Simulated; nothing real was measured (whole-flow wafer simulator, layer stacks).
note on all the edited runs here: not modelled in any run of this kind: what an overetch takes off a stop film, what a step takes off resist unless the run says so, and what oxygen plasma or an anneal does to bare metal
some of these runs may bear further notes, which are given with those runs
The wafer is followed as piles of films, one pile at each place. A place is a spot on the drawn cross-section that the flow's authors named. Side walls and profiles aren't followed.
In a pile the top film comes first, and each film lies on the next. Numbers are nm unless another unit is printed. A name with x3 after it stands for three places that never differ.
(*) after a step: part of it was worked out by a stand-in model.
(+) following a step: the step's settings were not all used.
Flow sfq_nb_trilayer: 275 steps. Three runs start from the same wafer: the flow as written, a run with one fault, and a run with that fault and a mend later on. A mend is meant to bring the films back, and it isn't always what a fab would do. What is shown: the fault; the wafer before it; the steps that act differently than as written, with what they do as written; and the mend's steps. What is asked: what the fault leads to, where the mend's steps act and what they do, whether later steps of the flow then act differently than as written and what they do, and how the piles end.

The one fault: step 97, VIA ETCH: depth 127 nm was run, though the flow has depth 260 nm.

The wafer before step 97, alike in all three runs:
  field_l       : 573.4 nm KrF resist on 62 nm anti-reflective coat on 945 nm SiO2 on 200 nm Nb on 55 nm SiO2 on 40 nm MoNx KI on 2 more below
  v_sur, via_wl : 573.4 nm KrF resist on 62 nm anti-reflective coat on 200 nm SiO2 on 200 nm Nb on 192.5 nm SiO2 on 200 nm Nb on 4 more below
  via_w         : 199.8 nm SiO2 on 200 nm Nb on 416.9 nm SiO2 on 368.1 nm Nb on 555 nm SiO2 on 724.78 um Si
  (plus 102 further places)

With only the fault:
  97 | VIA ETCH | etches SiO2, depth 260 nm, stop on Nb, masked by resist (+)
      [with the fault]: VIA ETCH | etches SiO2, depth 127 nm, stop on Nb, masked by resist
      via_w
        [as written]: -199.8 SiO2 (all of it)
        [with the fault]: -127 SiO2
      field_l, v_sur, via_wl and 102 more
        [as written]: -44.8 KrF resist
        [with the fault]: -21.9 KrF resist
  Later steps of the flow acting differently than as written (3 other steps are not shown; they differ only slightly, by no more than 2% or 0.5 nm, whichever is larger):
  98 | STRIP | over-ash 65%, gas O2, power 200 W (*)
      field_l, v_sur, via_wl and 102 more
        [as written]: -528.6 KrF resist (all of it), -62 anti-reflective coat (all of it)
        [with the fault]: -551.5 KrF resist (all of it), -62 anti-reflective coat (all of it)
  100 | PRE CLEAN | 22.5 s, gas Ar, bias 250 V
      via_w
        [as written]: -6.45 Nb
        [with the fault]: -7.5 SiO2
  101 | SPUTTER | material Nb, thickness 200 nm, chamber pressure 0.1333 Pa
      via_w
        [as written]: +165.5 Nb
        [with the fault]: +181.4 Nb (new film)
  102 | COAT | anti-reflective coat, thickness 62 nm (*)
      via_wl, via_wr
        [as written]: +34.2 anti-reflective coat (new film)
        [with the fault]: +36.6 anti-reflective coat (new film)
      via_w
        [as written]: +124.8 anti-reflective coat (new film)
        [with the fault]: +108.3 anti-reflective coat (new film)
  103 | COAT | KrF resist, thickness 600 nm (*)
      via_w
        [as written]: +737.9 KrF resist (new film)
        [with the fault]: +678.4 KrF resist (new film)
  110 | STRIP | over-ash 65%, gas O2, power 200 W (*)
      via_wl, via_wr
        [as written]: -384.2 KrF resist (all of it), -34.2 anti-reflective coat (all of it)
        [with the fault]: -390.9 KrF resist (all of it), -36.6 anti-reflective coat (all of it)
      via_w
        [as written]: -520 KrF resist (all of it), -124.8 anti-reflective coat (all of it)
        [with the fault]: -460.6 KrF resist (all of it), -108.3 anti-reflective coat (all of it)
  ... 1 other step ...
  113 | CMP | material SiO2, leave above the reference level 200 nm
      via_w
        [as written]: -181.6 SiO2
        [with the fault]: -157.1 SiO2
  By the end, the piles at via_w depart from the flow's by more than 2% or 0.5 nm, whichever is larger.
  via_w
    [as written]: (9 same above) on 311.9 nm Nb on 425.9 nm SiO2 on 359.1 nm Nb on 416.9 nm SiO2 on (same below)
    [with the fault]: (9 same above) on 311.9 nm Nb on 338.3 nm SiO2 on 181.4 nm Nb on 65.3 nm SiO2 on 200 nm Nb on 416.9 nm SiO2 on (same below)

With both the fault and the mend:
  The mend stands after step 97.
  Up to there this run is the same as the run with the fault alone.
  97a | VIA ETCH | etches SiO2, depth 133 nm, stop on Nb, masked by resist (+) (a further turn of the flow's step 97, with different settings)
      field_l, v_sur, via_wl and 102 more
        -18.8 KrF resist
      via_w
        -72.8 SiO2 (all of it)
  Every later step of the flow that is run acts as written, at every place that is followed, to within 2% or 0.5 nm, whichever is larger.
  By the end, the piles equal the flow's at every place that both follow.
